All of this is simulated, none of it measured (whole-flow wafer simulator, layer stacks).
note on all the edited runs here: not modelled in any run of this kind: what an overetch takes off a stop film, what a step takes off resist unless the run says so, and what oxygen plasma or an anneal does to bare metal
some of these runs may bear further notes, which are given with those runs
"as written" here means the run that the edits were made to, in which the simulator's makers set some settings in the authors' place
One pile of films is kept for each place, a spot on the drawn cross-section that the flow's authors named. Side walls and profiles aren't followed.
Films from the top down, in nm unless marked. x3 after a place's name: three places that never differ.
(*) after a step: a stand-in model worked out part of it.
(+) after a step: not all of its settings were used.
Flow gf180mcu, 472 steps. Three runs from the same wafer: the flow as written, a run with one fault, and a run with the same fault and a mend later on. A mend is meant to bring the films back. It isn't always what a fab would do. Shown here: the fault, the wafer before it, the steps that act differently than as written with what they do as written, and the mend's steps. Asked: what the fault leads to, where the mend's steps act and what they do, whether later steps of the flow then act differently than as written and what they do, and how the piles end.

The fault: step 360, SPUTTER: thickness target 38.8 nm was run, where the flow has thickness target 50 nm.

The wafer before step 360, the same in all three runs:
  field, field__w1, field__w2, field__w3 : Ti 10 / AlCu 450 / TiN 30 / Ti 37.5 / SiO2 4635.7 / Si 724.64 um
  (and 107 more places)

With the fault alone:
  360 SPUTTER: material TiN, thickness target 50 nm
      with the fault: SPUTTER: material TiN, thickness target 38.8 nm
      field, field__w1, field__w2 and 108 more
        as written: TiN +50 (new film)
        with the fault: TiN +38.8 (new film)
  Later steps of the flow that act differently than as written (5 more steps differ only slightly, by at most 2% or 0.5 nm, whichever is larger, and aren't shown):
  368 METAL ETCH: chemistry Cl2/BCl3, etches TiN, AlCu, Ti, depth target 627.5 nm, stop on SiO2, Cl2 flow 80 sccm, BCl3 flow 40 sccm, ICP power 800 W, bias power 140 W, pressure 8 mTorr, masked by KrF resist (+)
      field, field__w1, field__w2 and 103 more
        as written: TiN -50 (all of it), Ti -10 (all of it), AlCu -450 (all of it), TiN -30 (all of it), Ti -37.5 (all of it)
        with the fault: TiN -38.8 (all of it), Ti -10 (all of it), AlCu -450 (all of it), TiN -30 (all of it), Ti -37.5 (all of it)
  At the end the piles differ from the flow's by more than 2% or 0.5 nm, whichever is larger, at field__w8, contact, m1, m1__w1, m1_nw.
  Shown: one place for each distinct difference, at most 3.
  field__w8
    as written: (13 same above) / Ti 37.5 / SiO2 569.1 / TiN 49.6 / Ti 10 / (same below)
    with the fault: (13 same above) / Ti 37.5 / SiO2 580.3 / TiN 38.4 / Ti 10 / (same below)
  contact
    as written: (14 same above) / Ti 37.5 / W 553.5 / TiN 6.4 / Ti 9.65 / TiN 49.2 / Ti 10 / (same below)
    with the fault: (14 same above) / Ti 37.5 / W 564.8 / TiN 6.36 / Ti 9.59 / TiN 38 / Ti 10 / (same below)

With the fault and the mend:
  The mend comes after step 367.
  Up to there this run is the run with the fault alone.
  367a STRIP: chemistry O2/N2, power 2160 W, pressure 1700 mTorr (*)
      field__w8, contact, m1, m1__w1, m1_nw
        KrF resist -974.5 (all of it)
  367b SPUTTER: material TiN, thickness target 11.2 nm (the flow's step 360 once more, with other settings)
      field, field__w1, field__w2 and 108 more
        TiN +11.2
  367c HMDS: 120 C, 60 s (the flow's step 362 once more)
      changes no film at any place that is followed
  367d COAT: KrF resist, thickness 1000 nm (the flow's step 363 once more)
      field, field__w1, field__w2 and 108 more
        KrF resist +1000 (new film)
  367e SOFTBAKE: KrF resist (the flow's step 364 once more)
      changes no film at any place that is followed
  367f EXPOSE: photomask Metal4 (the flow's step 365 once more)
      changes no film at any place that is followed
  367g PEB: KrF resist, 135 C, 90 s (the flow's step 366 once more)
      field, field__w1, field__w2 and 108 more
        KrF resist -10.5
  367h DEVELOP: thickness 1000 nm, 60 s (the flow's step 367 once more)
      field, field__w1, field__w2 and 103 more
        KrF resist -989.5 (all of it)
      field__w8, contact, m1, m1__w1, m1_nw
        KrF resist -14.9
  No later step of the flow acts differently than as written at any place that is followed.
  At the end the piles are the same as the flow's at every place that both follow.
